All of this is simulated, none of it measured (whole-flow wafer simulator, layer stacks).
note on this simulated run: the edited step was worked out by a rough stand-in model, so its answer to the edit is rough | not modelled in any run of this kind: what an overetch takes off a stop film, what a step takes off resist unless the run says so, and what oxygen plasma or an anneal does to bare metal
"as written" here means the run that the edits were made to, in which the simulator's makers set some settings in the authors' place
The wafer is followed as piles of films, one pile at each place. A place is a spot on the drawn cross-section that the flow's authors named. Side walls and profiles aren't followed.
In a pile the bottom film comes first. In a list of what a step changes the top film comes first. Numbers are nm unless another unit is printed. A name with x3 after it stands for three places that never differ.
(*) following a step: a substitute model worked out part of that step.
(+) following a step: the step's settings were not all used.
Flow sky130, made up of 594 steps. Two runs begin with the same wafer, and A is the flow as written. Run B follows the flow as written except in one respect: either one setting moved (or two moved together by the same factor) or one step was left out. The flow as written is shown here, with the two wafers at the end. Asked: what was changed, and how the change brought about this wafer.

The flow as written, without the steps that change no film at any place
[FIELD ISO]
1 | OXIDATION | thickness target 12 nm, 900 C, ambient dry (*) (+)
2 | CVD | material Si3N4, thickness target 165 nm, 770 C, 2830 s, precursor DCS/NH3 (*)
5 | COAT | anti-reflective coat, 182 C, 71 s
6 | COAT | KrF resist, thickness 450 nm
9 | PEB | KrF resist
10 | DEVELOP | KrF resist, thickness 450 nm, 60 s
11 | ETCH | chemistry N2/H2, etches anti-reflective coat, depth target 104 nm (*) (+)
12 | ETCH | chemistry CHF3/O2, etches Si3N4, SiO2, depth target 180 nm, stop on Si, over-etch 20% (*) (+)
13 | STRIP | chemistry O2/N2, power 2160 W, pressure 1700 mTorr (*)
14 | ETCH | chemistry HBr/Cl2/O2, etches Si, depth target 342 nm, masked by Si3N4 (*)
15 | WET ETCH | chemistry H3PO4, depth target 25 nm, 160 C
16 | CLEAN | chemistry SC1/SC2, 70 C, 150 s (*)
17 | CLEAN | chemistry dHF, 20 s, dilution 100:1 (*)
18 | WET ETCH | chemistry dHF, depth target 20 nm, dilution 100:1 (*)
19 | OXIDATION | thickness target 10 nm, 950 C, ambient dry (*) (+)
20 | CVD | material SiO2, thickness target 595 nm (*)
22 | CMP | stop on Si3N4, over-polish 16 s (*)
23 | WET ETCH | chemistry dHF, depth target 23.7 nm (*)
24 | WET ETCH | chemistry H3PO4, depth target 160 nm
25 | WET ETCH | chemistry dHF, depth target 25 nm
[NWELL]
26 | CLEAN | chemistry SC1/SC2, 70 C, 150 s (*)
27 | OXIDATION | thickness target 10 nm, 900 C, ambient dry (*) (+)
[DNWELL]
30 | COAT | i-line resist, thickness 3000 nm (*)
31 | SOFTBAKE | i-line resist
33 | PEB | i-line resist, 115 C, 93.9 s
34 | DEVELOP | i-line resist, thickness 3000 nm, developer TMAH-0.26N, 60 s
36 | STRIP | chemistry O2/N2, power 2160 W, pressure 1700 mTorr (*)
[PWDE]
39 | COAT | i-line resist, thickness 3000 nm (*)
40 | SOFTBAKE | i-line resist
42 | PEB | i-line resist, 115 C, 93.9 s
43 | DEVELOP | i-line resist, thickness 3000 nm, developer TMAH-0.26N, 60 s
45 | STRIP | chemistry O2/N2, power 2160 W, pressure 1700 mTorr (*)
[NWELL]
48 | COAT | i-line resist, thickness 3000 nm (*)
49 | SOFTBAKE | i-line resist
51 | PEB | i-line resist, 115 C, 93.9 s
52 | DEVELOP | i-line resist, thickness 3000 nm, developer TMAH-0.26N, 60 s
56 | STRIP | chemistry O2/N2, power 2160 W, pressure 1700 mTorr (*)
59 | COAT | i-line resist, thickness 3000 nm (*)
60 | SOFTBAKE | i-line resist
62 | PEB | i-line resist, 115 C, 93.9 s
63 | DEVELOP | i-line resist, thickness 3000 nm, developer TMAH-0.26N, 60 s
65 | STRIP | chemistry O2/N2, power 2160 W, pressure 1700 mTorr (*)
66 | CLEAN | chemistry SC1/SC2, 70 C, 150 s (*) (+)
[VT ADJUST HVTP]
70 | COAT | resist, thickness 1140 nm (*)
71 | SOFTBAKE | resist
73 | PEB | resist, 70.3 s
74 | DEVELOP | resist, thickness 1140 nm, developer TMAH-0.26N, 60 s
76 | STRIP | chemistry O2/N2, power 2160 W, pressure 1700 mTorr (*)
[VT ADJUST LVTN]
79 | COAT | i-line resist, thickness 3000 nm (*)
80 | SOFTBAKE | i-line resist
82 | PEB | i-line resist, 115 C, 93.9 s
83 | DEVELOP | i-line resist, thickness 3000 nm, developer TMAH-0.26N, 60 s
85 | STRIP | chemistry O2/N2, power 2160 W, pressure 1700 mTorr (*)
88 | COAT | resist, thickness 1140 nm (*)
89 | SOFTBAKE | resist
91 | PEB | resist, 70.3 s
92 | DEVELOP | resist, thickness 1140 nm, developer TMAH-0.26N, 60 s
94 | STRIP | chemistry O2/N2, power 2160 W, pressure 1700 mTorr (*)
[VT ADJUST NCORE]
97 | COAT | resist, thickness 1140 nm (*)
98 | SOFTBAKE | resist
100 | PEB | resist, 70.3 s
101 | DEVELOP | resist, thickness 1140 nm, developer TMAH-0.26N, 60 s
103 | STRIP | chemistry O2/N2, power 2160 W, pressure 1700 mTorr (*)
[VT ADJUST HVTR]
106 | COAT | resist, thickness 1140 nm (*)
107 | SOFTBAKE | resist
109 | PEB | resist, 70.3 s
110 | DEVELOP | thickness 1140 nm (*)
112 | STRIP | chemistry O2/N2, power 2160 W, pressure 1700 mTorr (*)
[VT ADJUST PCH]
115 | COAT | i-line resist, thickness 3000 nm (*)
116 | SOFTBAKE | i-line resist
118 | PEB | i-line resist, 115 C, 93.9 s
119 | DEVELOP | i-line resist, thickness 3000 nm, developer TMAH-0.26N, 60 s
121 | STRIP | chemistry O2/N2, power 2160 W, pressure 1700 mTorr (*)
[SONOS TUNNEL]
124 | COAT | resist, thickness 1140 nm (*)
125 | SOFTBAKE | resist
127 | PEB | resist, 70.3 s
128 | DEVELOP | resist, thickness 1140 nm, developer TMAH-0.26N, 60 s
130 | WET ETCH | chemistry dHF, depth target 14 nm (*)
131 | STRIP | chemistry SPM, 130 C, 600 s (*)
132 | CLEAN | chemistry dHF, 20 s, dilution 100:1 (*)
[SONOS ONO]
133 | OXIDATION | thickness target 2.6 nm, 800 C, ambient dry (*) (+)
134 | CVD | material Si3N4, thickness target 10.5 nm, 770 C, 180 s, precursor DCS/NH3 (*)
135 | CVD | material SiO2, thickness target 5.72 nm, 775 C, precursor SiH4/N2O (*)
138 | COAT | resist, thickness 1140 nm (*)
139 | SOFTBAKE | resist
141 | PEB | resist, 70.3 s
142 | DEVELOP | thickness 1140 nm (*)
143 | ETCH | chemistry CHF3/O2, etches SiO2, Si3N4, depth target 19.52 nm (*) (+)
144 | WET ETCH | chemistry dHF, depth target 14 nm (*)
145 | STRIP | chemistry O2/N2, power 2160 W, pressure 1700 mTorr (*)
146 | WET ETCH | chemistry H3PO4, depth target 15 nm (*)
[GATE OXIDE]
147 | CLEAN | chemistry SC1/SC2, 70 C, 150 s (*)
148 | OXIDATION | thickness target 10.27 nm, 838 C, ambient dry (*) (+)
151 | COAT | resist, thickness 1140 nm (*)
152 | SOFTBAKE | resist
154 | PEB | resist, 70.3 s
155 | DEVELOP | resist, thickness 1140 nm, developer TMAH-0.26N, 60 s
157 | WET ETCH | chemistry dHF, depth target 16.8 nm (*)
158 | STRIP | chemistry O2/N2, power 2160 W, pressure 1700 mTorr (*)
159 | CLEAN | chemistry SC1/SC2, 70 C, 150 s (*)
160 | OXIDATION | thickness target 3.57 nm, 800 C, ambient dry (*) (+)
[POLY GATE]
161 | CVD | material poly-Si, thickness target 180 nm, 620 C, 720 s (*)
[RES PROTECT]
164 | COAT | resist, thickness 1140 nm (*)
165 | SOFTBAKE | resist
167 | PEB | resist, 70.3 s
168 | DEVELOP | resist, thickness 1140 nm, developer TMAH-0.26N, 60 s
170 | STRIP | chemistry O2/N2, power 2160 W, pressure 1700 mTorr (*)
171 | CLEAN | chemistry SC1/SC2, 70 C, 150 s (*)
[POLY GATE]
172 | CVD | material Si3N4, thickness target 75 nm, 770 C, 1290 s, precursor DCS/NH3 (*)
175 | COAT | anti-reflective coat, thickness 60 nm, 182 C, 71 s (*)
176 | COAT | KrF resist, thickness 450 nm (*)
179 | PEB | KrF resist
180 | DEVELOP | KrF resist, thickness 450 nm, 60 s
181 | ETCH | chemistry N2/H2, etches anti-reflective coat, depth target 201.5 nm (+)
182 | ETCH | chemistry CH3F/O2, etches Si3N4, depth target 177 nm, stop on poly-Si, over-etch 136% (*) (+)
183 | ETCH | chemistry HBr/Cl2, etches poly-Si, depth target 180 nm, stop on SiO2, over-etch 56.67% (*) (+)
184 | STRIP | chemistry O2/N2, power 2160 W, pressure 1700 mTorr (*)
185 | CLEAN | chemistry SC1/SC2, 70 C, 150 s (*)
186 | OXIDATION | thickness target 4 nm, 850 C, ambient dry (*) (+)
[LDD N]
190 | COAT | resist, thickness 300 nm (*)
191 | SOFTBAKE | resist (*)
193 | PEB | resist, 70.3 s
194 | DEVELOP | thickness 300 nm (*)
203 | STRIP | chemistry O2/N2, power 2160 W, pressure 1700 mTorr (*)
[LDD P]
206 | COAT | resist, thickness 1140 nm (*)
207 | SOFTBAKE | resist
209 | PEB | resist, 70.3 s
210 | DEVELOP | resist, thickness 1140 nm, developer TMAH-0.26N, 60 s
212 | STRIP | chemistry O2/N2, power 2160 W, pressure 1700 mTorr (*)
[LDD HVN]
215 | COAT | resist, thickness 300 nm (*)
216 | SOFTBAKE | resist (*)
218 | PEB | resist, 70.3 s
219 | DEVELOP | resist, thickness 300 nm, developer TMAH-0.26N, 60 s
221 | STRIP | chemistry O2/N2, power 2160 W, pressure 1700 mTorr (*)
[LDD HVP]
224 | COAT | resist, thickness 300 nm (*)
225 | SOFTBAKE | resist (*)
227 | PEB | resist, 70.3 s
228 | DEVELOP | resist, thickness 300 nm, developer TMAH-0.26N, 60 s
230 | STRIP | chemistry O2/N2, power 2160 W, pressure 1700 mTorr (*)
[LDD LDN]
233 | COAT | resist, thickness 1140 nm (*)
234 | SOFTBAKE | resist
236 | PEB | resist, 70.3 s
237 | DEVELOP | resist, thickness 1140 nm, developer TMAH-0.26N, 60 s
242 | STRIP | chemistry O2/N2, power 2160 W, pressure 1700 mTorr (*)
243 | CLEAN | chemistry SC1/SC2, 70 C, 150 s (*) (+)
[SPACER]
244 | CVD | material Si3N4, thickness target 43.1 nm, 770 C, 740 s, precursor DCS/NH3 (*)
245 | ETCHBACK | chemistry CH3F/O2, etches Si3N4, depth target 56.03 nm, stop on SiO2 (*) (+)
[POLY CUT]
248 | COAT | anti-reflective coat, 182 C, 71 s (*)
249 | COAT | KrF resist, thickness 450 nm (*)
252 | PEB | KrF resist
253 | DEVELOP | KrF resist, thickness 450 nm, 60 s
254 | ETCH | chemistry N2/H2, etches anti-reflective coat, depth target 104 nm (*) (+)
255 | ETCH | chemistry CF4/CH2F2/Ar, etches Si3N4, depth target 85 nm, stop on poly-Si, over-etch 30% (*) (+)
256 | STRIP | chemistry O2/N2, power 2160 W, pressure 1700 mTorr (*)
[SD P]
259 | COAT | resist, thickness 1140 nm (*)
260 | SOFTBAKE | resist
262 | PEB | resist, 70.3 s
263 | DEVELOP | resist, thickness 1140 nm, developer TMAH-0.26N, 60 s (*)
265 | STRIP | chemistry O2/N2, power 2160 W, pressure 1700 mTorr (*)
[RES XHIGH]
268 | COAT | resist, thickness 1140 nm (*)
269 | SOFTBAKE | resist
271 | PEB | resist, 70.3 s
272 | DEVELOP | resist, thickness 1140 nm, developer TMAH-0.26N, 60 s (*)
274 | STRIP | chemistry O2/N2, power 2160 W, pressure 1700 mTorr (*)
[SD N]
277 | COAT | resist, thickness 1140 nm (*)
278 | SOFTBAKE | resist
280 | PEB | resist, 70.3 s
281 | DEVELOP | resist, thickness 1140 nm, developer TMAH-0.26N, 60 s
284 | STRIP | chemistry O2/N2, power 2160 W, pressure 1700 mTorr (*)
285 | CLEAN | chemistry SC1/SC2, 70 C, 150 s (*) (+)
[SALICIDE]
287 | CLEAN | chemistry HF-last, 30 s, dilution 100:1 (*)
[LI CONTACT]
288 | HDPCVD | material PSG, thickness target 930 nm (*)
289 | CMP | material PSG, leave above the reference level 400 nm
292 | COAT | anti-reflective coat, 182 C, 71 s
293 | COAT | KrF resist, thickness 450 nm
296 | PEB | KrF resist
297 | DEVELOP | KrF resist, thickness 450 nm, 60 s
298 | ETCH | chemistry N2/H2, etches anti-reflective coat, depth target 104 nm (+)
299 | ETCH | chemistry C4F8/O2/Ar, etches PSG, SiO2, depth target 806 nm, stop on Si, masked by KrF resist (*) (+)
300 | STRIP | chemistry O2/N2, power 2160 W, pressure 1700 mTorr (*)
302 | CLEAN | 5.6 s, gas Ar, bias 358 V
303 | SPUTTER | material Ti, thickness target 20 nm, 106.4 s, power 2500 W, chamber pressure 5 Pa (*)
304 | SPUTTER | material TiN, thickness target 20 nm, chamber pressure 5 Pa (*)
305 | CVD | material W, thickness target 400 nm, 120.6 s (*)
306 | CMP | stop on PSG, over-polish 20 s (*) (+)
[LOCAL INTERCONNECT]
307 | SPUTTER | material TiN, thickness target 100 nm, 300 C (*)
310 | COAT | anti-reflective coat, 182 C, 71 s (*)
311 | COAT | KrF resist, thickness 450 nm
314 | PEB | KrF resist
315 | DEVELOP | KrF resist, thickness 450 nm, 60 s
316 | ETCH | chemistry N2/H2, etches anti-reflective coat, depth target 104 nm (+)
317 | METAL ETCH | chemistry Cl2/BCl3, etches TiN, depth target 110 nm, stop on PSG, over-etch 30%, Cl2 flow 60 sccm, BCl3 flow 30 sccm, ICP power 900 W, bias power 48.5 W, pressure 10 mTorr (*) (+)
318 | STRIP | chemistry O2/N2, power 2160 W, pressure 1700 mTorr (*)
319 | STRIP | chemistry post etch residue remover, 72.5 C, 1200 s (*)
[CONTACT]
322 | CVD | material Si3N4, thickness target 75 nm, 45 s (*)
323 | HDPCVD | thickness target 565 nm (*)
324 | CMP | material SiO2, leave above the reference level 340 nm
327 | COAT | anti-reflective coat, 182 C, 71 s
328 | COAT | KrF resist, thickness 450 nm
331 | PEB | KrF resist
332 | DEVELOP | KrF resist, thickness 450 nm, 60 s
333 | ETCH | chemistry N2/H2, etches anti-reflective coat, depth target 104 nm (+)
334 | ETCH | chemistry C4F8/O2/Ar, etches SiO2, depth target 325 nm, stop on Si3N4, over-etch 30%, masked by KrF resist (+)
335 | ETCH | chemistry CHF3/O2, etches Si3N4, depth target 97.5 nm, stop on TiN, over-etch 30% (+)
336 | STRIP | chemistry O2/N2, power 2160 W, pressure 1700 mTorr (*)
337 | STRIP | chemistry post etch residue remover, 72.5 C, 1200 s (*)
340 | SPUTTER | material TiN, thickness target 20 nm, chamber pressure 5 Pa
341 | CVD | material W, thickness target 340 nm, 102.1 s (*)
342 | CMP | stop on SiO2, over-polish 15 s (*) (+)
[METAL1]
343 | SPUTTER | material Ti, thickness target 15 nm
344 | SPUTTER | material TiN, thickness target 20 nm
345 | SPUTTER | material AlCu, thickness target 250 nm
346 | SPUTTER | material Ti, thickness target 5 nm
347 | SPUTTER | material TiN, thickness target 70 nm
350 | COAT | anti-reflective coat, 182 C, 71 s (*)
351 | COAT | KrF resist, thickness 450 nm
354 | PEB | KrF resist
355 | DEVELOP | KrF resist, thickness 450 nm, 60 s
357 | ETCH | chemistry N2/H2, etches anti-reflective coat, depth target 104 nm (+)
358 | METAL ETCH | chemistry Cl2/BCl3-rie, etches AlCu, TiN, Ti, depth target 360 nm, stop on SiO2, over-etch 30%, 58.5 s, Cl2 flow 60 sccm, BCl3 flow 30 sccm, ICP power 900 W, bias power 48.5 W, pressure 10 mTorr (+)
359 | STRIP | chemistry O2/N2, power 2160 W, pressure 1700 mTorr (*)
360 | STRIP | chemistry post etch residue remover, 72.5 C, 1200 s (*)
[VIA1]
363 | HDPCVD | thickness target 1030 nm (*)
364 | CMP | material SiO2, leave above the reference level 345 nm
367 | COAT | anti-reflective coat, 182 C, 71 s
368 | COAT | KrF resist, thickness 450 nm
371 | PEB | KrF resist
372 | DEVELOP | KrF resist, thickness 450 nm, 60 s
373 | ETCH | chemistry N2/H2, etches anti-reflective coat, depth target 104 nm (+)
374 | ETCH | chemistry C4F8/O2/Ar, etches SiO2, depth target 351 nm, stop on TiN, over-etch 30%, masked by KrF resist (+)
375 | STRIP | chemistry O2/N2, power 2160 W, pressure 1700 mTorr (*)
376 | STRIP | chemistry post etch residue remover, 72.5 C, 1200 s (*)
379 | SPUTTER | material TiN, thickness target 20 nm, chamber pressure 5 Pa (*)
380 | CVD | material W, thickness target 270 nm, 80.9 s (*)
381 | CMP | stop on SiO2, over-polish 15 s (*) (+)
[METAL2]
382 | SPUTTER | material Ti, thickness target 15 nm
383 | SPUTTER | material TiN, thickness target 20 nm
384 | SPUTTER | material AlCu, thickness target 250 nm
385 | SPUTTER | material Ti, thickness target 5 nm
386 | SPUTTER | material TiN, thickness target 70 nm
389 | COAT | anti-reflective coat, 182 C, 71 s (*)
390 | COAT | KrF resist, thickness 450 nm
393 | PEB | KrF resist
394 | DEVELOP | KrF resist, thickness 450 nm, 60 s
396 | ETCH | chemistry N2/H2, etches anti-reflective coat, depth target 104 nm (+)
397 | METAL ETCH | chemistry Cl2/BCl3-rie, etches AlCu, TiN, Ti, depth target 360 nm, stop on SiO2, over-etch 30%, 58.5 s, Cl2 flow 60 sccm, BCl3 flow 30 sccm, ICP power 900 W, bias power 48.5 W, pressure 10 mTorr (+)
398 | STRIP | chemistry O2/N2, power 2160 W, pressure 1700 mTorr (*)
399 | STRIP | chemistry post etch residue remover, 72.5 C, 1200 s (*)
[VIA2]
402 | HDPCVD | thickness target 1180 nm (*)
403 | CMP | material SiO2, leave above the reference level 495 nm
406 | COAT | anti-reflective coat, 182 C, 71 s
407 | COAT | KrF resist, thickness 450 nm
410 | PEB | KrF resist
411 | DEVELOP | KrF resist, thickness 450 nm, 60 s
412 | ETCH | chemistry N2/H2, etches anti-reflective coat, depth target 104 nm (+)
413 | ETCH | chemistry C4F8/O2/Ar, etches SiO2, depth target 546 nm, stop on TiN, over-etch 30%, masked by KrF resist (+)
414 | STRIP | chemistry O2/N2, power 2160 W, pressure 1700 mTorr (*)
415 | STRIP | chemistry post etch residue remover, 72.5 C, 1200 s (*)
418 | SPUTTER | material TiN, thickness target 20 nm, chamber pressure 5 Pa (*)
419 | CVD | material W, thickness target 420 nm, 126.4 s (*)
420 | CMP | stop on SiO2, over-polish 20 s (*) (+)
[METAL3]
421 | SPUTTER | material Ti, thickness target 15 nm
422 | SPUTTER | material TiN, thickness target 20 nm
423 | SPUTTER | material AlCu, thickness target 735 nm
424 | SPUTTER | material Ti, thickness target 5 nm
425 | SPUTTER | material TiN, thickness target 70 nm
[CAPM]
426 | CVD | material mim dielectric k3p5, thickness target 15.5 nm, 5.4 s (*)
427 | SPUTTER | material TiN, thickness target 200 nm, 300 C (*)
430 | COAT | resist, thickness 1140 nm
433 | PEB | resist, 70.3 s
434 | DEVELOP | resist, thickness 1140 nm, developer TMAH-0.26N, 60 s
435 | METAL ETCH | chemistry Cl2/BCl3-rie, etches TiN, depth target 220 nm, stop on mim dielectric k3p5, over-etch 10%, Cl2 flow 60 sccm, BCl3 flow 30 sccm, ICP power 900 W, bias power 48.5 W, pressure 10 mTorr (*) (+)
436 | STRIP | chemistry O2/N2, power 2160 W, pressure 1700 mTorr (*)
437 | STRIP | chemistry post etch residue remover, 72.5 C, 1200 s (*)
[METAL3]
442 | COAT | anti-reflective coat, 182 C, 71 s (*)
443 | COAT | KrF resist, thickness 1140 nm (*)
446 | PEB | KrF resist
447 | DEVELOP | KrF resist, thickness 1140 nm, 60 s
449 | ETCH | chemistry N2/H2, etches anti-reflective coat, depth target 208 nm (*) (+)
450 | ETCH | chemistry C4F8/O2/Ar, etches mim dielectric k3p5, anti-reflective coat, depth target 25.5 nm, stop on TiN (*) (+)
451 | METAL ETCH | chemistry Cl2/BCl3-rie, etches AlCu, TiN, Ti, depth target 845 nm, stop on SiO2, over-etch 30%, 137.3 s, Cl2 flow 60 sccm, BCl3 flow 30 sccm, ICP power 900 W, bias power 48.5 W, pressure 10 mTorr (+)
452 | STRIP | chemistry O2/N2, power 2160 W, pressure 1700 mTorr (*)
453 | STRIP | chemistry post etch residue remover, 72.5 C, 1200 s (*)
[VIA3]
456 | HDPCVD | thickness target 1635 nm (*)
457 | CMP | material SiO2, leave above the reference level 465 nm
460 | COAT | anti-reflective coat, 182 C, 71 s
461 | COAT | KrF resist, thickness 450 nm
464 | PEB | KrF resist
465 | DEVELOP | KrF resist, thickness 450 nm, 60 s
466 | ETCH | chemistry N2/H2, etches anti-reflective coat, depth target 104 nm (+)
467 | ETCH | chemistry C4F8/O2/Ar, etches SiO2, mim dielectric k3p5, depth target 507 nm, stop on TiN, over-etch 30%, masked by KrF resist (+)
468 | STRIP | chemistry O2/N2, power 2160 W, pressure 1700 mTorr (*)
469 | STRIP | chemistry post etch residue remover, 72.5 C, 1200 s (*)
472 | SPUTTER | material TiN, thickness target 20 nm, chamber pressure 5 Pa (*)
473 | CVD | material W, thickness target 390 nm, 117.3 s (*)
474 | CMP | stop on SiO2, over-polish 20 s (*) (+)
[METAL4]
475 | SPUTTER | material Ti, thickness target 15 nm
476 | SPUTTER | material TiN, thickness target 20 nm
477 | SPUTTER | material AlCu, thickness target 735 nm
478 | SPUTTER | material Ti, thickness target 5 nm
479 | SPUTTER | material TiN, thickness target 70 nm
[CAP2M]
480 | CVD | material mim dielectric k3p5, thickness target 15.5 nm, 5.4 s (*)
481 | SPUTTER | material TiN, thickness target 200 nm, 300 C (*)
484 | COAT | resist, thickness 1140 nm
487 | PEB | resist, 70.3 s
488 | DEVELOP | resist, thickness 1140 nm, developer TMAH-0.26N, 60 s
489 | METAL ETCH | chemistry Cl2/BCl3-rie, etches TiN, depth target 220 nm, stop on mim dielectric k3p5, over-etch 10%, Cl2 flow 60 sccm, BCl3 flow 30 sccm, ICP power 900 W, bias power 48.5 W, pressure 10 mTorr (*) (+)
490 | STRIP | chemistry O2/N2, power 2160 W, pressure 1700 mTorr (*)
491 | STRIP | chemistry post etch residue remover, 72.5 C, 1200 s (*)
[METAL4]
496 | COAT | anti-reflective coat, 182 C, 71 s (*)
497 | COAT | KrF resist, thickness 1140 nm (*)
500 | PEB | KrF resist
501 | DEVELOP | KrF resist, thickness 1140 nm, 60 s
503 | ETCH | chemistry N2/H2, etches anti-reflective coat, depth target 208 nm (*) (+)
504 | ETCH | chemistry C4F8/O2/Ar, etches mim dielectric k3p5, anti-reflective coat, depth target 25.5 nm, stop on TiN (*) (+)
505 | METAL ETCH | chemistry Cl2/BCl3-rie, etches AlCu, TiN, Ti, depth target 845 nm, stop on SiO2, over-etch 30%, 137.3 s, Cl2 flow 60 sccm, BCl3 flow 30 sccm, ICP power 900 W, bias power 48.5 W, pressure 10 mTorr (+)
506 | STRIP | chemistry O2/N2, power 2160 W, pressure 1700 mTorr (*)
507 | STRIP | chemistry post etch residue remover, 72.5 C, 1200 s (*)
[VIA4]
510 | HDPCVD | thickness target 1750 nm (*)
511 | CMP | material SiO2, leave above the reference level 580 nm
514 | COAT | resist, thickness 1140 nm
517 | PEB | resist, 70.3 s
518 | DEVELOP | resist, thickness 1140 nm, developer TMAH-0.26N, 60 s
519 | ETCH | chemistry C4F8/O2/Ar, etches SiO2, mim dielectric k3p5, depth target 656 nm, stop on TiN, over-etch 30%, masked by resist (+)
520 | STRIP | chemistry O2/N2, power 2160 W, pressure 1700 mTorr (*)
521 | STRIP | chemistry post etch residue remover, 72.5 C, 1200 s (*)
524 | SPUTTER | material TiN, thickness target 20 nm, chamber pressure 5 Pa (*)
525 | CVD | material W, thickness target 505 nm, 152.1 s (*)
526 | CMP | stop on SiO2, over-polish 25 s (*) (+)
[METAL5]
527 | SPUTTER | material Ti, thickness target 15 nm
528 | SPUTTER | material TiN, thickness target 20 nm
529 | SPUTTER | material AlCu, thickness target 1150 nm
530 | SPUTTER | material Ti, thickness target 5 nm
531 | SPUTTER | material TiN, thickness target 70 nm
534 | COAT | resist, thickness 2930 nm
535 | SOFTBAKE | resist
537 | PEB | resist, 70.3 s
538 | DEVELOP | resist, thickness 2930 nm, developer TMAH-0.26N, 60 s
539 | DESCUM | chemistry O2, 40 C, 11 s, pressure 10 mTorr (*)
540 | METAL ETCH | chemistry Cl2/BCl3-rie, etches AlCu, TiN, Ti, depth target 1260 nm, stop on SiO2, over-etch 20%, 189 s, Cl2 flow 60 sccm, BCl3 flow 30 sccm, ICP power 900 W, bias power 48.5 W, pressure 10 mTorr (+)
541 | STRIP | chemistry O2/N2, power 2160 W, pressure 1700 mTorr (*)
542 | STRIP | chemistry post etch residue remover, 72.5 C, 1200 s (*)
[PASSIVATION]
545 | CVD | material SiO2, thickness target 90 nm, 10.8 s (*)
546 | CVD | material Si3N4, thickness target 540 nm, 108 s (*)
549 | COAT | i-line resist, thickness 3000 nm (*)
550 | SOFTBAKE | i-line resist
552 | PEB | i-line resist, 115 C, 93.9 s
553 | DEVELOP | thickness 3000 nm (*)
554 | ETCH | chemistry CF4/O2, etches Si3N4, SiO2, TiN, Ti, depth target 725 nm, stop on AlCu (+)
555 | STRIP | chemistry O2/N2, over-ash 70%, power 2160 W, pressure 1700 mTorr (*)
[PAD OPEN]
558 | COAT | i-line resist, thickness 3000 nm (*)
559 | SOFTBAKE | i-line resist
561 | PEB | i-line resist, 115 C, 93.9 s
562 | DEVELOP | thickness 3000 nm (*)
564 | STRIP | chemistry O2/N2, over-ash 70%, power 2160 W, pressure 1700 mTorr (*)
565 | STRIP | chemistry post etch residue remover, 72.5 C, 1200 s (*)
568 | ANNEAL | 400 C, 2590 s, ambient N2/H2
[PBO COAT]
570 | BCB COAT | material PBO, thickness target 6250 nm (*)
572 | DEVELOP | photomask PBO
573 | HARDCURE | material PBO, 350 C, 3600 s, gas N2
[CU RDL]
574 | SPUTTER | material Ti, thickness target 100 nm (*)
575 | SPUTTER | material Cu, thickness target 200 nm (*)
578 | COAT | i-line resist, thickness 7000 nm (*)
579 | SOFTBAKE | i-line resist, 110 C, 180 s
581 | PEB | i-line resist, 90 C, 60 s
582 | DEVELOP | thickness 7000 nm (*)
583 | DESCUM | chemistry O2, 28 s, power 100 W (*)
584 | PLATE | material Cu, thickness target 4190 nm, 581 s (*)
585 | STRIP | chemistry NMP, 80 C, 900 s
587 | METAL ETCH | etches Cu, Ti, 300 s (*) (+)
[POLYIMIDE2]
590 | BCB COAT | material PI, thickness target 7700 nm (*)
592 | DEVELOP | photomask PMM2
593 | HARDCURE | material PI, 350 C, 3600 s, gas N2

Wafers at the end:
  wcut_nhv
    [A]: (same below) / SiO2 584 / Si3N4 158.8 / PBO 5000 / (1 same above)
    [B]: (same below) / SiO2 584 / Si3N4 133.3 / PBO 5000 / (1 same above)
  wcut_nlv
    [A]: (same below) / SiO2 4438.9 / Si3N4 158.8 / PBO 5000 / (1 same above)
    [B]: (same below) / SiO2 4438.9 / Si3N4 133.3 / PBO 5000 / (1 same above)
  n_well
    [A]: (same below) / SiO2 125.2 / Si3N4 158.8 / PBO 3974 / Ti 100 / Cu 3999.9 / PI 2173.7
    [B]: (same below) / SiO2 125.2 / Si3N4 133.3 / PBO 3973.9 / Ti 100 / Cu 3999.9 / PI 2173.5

What caused this: step 546, CVD: thickness target 454 nm was run, while the flow as written has thickness target 540 nm; step 546, CVD: 90.7 s was run, where the flow has 108 s.

Step by step, how the change led to this:
  546 | CVD | material Si3N4, thickness target 540 nm, 108 s (*)
      field, active, n_well and 190 more: A +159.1 Si3N4 (new film) | B +133.7 Si3N4 (new film)
  550 | SOFTBAKE | i-line resist
      active: A +12 i-line resist | B +11.4 i-line resist
      spacer: A -97.5 i-line resist | B -93.4 i-line resist
      (and at 44 other places as well)
  554 | ETCH | chemistry CF4/O2, etches Si3N4, SiO2, TiN, Ti, depth target 725 nm, stop on AlCu (+)
      field, active, n_well and 189 more: A -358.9 i-line resist | B -333.4 i-line resist
      pad: A -159.1 Si3N4 (all of it), -125.2 SiO2 (all of it), -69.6 TiN (all of it), -5 Ti (all of it) | B -133.7 Si3N4 (all of it), -125.2 SiO2 (all of it), -69.6 TiN (all of it), -5 Ti (all of it)
  559 | SOFTBAKE | i-line resist
      field: A +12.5 i-line resist | B +11.9 i-line resist
      active: A +12 i-line resist | B +11.4 i-line resist
      (and at 50 other places as well)
  578 | COAT | i-line resist, thickness 7000 nm (*)
      pad: A +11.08 um i-line resist (new film) | B +11.06 um i-line resist (new film)
  582 | DEVELOP | thickness 7000 nm (*)
      pad: A -11.08 um i-line resist (all of it) | B -11.06 um i-line resist (all of it)
